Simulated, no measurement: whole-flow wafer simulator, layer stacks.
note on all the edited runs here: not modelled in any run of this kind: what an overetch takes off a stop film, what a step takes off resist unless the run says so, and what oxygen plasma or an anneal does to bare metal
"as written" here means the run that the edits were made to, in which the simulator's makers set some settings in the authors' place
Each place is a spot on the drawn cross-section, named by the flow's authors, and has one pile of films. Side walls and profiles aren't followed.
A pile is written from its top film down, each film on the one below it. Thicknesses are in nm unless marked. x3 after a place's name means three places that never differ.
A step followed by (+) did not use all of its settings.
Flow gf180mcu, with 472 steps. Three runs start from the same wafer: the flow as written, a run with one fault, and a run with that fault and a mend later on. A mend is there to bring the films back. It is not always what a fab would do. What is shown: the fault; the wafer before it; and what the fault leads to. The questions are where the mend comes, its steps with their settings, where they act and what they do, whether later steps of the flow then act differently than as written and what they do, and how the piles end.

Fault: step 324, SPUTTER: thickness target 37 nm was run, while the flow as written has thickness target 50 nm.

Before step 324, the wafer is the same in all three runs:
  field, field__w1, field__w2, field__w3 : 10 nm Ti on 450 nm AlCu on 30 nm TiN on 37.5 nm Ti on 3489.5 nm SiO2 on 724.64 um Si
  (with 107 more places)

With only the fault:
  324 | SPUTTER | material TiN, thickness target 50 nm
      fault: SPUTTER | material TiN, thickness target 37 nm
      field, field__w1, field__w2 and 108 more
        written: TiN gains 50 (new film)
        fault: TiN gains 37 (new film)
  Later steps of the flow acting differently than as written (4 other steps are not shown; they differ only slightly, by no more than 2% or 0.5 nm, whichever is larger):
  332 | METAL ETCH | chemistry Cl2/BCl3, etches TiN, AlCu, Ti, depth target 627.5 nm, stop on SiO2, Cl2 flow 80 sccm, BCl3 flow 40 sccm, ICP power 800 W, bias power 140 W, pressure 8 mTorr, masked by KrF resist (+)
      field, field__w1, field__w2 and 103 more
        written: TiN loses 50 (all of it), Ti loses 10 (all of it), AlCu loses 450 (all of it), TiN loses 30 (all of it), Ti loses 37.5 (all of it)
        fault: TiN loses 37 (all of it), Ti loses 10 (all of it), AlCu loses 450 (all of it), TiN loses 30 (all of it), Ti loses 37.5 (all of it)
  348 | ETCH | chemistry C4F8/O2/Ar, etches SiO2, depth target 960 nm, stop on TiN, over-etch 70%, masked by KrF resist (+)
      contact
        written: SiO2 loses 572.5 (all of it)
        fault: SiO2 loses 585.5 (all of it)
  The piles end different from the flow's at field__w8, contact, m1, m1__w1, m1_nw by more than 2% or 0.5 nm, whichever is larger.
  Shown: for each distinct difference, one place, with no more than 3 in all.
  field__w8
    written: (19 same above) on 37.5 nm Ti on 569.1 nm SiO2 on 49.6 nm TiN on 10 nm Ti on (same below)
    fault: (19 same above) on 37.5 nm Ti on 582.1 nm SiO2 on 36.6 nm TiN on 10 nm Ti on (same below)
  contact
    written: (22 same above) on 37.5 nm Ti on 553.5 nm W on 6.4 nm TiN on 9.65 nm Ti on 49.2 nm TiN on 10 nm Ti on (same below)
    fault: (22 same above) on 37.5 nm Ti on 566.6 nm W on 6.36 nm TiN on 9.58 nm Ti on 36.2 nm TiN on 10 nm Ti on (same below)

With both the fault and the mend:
  The mend stands after step 324.
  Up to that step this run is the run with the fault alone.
  324a | SPUTTER | material TiN, thickness target 13 nm (the flow's step 324, run once more with other settings)
      field, field__w1, field__w2 and 108 more
        TiN gains 13
  Every later step of the flow that is run acts as written at every place that is followed.
  The piles end the same as the flow's at every place that both follow.
